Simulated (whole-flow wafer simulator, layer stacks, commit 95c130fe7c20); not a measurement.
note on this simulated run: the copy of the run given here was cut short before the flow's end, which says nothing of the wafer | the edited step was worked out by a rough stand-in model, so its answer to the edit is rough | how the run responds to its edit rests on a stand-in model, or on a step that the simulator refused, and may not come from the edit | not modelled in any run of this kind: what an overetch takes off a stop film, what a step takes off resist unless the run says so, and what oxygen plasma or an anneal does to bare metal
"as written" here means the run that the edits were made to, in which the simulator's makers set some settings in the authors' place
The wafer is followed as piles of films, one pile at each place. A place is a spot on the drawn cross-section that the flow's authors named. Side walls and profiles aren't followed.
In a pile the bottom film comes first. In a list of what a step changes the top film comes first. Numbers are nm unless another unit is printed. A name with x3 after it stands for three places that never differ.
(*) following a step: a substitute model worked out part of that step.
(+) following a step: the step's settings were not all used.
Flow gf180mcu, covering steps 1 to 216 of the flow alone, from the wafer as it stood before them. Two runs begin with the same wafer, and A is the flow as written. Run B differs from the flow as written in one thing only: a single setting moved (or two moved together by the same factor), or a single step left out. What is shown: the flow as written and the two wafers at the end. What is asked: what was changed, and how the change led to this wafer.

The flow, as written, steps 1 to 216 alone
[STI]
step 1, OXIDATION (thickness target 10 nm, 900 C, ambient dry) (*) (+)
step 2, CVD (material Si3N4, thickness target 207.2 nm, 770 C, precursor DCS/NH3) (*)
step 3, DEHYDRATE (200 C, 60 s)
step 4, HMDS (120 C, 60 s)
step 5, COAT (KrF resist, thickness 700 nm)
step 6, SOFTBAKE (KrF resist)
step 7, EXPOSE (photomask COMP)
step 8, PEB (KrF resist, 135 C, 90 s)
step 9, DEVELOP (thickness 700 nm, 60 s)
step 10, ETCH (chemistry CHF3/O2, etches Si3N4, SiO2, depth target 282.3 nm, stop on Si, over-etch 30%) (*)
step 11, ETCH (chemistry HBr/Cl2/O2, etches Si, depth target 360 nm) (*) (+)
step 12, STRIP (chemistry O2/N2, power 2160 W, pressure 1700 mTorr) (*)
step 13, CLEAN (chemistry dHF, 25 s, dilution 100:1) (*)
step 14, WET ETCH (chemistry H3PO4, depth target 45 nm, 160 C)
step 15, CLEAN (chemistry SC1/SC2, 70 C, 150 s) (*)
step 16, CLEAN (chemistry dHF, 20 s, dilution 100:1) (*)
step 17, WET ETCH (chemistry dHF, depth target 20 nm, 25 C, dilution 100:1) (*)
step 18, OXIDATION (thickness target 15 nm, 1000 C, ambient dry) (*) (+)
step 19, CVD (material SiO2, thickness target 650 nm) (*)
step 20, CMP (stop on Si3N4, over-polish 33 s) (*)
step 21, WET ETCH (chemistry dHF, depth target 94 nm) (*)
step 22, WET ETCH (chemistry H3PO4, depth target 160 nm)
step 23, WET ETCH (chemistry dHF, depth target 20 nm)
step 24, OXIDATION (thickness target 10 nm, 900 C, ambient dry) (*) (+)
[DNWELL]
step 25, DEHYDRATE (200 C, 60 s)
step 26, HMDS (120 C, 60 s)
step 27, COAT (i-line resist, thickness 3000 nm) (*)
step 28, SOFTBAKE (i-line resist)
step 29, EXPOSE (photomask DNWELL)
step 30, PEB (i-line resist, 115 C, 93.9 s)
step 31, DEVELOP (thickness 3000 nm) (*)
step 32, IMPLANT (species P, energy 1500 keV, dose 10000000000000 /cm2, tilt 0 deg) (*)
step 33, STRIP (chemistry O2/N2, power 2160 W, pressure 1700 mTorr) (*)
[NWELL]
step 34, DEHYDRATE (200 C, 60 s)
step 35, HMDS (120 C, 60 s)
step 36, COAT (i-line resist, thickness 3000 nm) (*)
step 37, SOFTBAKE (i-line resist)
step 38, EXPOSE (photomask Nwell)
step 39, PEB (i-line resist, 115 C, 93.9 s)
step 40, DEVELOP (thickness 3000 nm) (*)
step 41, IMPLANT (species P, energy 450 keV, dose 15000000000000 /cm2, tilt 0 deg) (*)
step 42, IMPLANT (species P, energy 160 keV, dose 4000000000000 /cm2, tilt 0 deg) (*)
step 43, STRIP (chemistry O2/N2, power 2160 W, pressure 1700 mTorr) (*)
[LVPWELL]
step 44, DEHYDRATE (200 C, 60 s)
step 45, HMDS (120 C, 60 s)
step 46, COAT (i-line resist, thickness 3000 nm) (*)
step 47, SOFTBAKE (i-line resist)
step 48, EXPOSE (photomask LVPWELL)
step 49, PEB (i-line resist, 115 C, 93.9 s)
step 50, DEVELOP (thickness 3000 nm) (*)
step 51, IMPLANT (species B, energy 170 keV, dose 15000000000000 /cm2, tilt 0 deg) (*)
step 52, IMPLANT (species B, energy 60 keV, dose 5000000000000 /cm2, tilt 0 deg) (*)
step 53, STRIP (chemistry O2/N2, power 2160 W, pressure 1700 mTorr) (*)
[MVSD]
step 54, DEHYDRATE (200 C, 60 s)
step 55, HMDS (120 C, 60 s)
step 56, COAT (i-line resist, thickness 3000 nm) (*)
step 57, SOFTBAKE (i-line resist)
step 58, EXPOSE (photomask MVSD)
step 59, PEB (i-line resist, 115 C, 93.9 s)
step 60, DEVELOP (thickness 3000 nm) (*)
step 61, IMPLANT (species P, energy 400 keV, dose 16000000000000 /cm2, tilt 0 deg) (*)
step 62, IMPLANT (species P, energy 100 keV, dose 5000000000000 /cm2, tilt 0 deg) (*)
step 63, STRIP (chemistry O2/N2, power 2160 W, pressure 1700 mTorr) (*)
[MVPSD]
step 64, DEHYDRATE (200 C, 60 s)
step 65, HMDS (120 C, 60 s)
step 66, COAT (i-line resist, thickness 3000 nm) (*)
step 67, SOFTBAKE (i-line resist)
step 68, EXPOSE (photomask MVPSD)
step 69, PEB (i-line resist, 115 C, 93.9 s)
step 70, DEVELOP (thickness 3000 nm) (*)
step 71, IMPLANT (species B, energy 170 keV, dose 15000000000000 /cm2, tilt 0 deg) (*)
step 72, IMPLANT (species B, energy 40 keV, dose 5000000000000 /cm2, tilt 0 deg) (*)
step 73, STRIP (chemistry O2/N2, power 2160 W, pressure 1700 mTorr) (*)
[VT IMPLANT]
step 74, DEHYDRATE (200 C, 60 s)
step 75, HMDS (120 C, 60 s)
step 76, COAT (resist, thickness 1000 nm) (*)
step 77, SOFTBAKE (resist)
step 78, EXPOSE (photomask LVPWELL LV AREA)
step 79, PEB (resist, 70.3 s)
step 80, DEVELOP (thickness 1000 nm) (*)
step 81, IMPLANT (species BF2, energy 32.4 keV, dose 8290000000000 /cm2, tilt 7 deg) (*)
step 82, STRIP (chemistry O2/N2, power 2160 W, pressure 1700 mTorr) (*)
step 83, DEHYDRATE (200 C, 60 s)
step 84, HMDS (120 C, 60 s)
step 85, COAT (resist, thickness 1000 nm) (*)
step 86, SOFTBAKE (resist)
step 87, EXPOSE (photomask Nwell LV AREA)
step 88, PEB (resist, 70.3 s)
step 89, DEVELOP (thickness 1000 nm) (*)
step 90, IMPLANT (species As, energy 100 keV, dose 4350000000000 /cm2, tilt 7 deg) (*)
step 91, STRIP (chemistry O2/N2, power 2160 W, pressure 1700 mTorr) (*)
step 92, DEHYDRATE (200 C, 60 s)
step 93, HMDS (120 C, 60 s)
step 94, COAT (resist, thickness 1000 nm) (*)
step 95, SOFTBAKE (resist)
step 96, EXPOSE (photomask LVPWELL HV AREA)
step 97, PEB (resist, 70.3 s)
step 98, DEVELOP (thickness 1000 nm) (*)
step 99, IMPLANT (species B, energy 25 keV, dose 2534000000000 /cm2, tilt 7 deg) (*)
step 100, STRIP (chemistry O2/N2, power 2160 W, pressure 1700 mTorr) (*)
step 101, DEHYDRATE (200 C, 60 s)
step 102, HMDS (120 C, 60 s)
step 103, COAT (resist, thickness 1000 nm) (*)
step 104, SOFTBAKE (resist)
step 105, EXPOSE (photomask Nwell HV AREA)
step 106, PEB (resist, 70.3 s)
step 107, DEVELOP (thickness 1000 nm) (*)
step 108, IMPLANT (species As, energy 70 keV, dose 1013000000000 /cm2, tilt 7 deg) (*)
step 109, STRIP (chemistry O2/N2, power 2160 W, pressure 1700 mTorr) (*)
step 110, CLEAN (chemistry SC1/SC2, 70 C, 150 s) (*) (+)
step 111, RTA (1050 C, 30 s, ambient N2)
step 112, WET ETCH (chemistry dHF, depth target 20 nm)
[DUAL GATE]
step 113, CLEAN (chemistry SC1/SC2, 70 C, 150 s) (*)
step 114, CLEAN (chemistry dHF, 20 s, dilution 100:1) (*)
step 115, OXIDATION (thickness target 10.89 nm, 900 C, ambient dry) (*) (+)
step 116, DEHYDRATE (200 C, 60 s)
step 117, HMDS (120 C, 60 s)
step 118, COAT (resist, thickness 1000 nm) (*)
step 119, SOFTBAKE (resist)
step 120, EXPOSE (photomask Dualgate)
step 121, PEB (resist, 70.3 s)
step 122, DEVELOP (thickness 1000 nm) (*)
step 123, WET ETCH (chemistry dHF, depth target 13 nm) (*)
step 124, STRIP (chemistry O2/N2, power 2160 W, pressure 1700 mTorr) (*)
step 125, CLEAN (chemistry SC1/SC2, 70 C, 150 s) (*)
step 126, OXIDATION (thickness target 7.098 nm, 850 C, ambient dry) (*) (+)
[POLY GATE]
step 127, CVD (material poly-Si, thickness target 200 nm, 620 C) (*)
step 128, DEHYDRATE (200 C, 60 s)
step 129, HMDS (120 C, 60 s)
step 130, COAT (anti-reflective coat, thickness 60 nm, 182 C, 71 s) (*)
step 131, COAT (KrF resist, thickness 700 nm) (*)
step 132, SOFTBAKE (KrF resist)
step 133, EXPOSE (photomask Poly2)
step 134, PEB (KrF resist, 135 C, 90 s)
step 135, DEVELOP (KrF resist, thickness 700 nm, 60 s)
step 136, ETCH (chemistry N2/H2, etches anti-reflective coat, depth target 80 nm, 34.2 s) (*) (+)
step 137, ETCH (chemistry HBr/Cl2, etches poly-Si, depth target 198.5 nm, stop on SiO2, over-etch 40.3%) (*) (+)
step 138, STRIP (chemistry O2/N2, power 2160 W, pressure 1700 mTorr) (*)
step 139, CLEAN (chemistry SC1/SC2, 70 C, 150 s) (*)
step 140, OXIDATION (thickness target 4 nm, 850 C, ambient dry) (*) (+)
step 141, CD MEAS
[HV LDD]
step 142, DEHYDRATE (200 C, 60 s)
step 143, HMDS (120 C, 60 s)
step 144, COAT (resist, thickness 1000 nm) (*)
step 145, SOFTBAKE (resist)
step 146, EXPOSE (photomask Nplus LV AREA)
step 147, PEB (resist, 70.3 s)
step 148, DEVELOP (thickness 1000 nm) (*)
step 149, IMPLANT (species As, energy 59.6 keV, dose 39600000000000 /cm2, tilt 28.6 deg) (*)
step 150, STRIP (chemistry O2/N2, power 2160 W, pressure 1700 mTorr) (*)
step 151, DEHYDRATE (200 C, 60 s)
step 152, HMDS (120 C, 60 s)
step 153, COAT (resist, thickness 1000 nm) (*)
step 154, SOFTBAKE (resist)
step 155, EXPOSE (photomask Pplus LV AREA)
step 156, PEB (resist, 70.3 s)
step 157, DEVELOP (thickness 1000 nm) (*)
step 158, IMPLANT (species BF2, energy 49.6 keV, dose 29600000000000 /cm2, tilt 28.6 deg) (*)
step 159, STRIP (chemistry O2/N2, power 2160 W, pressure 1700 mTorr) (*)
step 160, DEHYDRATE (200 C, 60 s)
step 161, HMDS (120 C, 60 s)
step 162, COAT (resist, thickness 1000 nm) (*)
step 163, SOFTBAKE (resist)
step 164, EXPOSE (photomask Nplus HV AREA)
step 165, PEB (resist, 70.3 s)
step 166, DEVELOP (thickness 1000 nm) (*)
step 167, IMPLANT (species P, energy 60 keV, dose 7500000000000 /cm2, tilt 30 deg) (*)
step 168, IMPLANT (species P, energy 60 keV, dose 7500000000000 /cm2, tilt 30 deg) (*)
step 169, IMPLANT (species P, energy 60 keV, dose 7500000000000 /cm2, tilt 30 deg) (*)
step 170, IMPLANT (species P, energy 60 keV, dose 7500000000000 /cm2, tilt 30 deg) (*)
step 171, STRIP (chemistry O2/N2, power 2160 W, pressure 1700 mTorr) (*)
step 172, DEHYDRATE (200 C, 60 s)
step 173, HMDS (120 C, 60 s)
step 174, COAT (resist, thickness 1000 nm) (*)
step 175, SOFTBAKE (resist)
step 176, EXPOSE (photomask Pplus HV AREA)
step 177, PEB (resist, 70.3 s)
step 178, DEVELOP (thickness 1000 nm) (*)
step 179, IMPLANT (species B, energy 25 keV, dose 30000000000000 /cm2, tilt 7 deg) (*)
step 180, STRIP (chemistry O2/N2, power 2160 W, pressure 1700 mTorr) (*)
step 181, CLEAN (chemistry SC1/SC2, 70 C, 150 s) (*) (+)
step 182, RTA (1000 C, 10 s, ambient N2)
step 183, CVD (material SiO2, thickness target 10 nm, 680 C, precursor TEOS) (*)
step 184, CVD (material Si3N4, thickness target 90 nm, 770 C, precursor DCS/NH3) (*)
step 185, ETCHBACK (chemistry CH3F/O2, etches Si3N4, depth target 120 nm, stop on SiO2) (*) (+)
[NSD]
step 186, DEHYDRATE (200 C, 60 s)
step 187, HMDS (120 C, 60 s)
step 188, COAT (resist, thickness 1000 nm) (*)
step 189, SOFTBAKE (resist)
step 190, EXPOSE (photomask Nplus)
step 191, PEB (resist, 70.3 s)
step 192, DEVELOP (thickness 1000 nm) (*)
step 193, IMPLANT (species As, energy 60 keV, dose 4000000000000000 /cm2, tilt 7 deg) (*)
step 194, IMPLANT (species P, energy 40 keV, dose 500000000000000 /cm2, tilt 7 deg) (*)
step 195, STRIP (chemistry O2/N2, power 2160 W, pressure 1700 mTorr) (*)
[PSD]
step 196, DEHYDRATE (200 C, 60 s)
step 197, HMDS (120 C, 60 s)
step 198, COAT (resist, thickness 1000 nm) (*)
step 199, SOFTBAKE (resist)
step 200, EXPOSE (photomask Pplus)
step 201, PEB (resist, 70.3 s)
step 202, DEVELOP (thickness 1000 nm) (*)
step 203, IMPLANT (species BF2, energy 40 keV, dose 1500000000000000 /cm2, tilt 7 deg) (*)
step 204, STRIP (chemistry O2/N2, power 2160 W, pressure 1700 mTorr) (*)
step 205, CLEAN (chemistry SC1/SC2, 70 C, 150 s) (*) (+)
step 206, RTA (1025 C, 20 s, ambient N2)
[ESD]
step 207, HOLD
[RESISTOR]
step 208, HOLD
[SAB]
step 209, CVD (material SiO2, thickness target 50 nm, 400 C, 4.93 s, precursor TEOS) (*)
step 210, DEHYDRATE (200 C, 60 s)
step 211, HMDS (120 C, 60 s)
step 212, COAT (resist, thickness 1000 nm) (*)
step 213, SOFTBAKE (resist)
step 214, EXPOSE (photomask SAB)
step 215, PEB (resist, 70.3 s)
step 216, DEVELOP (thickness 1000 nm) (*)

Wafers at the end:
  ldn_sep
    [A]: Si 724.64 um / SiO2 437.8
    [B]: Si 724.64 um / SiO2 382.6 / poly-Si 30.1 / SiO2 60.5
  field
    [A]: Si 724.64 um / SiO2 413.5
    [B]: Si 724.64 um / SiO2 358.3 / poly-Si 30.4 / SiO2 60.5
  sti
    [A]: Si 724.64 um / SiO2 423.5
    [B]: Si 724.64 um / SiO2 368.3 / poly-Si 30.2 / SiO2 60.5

The reason: step 127, CVD: thickness target 312 nm was run, whereas the flow has thickness target 200 nm.

How this came from the change, step by step:
  step 127, CVD (material poly-Si, thickness target 200 nm, 620 C) (*)
      field, field__w1, field__w2 and 87 more: A poly-Si gains 200 (new film) | B poly-Si gains 312 (new film)
      ldn_drn, ldp_drn: A poly-Si gains 200 (new film) | B poly-Si gains 312.4 (new film)
  step 137, ETCH (chemistry HBr/Cl2, etches poly-Si, depth target 198.5 nm, stop on SiO2, over-etch 40.3%) (*) (+)
      field__w3, field__w12, field_sub and 14 more: A poly-Si loses 199 (all of it), SiO2 loses 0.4 | B poly-Si loses 278.5
      field__w6, sti, m1 and 11 more: A poly-Si loses 198.8 (all of it), SiO2 loses 0.4 | B poly-Si loses 278.5
      (as well as at 33 more places)
  step 138, STRIP (chemistry O2/N2, power 2160 W, pressure 1700 mTorr) (*)
      field, field__w1, field__w2 and 61 more: A nothing | B chemical SiO2 gains 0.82 (new film), poly-Si loses 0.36
  step 139, CLEAN (chemistry SC1/SC2, 70 C, 150 s) (*)
      field, field__w1, field__w2 and 34 more: A SiO2 loses 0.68 | B chemical SiO2 loses 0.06, poly-Si loses 0.27
  step 140, OXIDATION (thickness target 4 nm, 850 C, ambient dry) (*) (+)
      field, field__w1, field__w2 and 21 more: A SiO2 gains 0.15, Si loses 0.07 | B SiO2 gains 4 (new film), chemical SiO2 loses 0.76 (all of it), poly-Si loses 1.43
      active_hv, active_nat, ld_sd_n and 11 more: A SiO2 gains 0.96, Si loses 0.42 | B SiO2 gains 4 (new film), chemical SiO2 loses 0.76 (all of it), poly-Si loses 1.43
      (as well as at 26 more places)
  step 144, COAT (resist, thickness 1000 nm) (*)
      polyc_n, polyc_p: A resist gains 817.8 (new film) | B resist gains 753.9 (new film)
      field_sub__w4: A resist gains 1047.7 (new film) | B resist gains 1070.5 (new film)
      (as well as at 30 more places)
  step 145, SOFTBAKE (resist)
      active_hv: A resist gains 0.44 | B resist loses 1.47
      nw_enc_fld_lv__w3: A resist gains 2.63 | B resist loses 1.65
      (as well as at 73 more places)
  step 147, PEB (resist, 70.3 s)
      polyc_n, polyc_n_rim, polyc_p, polyc_p_rim: A resist loses 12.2 | B resist loses 11
      ldn_ch, ldn_acc, ldp_ch, ldp_acc: A resist loses 13 | B resist loses 11.9
      (as well as at 27 more places)
  step 148, DEVELOP (thickness 1000 nm) (*)
      gate: A resist loses 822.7 (all of it) | B resist loses 758.4 (all of it)
      npoly_u: A resist loses 821.5 (all of it) | B resist loses 759.2 (all of it)
      (as well as at 3 more places)
  step 150, STRIP (chemistry O2/N2, power 2160 W, pressure 1700 mTorr) (*)
      field_sub__w4: A resist loses 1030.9 (all of it) | B resist loses 1053.3 (all of it)
      gate_hv: A resist loses 824.2 (all of it) | B resist loses 763.6 (all of it)
      (as well as at 25 more places)
  step 153, COAT (resist, thickness 1000 nm) (*)
      polyc_n, polyc_p: A resist gains 817.8 (new film) | B resist gains 753.9 (new film)
      field_sub__w4: A resist gains 1047.7 (new film) | B resist gains 1070.5 (new film)
      (as well as at 30 more places)
  step 154, SOFTBAKE (resist)
      active_hv: A resist gains 0.44 | B resist loses 1.47
      nw_enc_fld_lv__w3: A resist gains 2.63 | B resist loses 1.65
      (as well as at 73 more places)
  step 156, PEB (resist, 70.3 s)
      polyc_n, polyc_n_rim, polyc_p, polyc_p_rim: A resist loses 12.2 | B resist loses 11
      ldn_ch, ldn_acc, ldp_ch, ldp_acc: A resist loses 13 | B resist loses 11.9
      (as well as at 27 more places)
  step 157, DEVELOP (thickness 1000 nm) (*)
      gate_p: A resist loses 828.7 (all of it) | B resist loses 765.8 (all of it)
      ppoly_u: A resist loses 827 (all of it) | B resist loses 767 (all of it)
      (as well as at 3 more places)
  step 159, STRIP (chemistry O2/N2, power 2160 W, pressure 1700 mTorr) (*)
      field_sub__w4: A resist loses 1030.9 (all of it) | B resist loses 1053.3 (all of it)
      gate: A resist loses 822.7 (all of it) | B resist loses 758.4 (all of it)
      (as well as at 25 more places)
  step 162, COAT (resist, thickness 1000 nm) (*)
      polyc_n, polyc_p: A resist gains 817.8 (new film) | B resist gains 753.9 (new film)
      field_sub__w4: A resist gains 1047.7 (new film) | B resist gains 1070.5 (new film)
      (as well as at 30 more places)
  ... 23 other steps ...
  step 216, DEVELOP (thickness 1000 nm) (*)
      field__w3, field__w12: A resist loses 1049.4 (all of it) | B resist loses 1072.8 (all of it)
      field__w2: A resist loses 1035.2 (all of it) | B resist loses 1059 (all of it)
      (as well as at 43 more places)
